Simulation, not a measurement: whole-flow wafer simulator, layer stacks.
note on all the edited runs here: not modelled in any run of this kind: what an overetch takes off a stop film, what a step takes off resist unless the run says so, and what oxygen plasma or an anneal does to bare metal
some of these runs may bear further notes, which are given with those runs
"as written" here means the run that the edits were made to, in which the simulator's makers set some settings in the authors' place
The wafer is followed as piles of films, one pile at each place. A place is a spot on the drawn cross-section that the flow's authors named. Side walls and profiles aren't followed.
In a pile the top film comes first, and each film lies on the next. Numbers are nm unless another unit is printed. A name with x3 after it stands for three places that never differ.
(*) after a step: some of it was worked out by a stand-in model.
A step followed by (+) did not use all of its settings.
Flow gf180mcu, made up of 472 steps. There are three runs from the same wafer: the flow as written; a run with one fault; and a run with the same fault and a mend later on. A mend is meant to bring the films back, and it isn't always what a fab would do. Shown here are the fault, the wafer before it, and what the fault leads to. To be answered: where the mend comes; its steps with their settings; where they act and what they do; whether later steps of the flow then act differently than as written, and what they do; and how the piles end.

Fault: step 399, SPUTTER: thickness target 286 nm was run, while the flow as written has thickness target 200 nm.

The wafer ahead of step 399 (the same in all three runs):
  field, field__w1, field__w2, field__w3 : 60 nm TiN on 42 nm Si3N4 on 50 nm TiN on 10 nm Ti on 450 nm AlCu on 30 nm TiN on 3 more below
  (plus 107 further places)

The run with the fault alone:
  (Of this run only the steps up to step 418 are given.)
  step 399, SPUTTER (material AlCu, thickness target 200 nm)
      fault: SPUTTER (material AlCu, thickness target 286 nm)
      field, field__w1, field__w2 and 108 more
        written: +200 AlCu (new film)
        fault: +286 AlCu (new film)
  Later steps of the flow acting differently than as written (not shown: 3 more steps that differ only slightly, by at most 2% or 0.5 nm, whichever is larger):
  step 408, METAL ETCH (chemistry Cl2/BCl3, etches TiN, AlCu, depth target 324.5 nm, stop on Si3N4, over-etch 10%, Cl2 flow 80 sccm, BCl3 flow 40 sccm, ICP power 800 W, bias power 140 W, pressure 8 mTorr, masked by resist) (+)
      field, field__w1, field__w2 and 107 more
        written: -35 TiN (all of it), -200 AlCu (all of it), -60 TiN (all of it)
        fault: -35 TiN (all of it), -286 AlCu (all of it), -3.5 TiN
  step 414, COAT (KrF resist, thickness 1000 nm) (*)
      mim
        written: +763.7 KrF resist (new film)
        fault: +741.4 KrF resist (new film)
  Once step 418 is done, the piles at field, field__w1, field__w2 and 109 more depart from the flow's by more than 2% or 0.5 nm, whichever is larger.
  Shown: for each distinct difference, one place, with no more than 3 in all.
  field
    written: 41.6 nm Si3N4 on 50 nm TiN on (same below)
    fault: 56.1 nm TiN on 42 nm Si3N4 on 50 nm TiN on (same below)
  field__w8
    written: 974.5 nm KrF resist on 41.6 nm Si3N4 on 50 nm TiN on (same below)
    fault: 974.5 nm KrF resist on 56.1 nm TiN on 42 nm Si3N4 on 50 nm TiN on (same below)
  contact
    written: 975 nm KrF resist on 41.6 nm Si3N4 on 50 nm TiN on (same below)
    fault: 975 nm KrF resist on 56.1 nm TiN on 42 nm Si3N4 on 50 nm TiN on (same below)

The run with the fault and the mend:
  The mend stands after step 399.
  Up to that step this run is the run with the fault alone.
  step 399a, METAL ETCH (chemistry Cl2/BCl3, etches TiN, AlCu, Ti, depth target 86 nm, Cl2 flow 80 sccm, BCl3 flow 40 sccm, ICP power 800 W, bias power 140 W, pressure 8 mTorr) (the flow's step 260 again, with other settings)
      field, field__w1, field__w2 and 108 more
        -86 AlCu
  None of the later steps of the flow acts differently than as written at any place that is followed.
  The piles end the same as the flow's at every place that both follow.
